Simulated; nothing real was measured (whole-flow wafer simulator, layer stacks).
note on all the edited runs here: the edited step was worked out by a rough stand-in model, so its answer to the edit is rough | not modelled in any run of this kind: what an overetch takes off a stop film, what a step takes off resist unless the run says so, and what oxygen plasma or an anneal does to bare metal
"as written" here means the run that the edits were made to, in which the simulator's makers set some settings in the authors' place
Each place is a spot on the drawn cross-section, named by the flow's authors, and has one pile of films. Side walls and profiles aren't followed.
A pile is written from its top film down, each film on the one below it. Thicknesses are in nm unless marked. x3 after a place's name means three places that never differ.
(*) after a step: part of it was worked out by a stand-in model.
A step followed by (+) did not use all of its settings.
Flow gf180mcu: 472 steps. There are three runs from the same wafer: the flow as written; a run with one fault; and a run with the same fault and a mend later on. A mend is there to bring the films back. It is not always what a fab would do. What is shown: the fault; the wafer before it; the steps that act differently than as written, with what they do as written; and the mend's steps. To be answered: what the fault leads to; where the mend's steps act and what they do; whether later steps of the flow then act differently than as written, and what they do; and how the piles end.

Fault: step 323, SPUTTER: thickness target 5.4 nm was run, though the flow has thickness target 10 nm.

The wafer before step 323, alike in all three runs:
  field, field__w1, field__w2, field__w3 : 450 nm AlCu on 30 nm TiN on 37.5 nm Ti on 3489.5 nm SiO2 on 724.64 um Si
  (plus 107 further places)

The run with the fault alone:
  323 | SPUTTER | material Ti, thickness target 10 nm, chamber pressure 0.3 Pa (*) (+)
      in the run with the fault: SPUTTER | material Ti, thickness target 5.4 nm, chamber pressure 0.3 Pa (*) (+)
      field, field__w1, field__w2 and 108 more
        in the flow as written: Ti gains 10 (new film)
        in the run with the fault: Ti gains 5.4 (new film)
  Steps further on in the flow that do not act as written (5 other steps are not shown; they differ only slightly, by no more than 2% or 0.5 nm, whichever is larger):
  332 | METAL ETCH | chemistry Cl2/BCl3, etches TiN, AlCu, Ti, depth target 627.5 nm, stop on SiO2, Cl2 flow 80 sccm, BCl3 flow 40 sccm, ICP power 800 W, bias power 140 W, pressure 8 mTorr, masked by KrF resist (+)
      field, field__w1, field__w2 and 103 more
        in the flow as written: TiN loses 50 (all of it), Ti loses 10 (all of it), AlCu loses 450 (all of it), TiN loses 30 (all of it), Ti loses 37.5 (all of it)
        in the run with the fault: TiN loses 50 (all of it), Ti loses 5.4 (all of it), AlCu loses 450 (all of it), TiN loses 30 (all of it), Ti loses 37.5 (all of it)
  By the end, the piles at field__w8, contact, m1, m1__w1, m1_nw depart from the flow's by more than 2% or 0.5 nm, whichever is larger.
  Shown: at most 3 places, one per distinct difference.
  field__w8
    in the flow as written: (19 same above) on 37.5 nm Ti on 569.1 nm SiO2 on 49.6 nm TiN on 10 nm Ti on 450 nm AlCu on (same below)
    in the run with the fault: (19 same above) on 37.5 nm Ti on 573.7 nm SiO2 on 49.6 nm TiN on 5.4 nm Ti on 450 nm AlCu on (same below)
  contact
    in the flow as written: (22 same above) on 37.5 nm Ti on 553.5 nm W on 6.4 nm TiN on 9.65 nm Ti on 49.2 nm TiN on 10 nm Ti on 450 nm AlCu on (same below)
    in the run with the fault: (22 same above) on 37.5 nm Ti on 558.1 nm W on 6.39 nm TiN on 9.63 nm Ti on 49.2 nm TiN on 5.4 nm Ti on 450 nm AlCu on (same below)

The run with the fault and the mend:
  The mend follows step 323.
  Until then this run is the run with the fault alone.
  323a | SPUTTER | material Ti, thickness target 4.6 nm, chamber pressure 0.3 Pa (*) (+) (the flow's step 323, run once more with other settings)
      field, field__w1, field__w2 and 108 more
        Ti gains 4.6
  Every later step of the flow that is run acts as written at every place that is followed.
  By the end, the piles equal the flow's at every place that both follow.
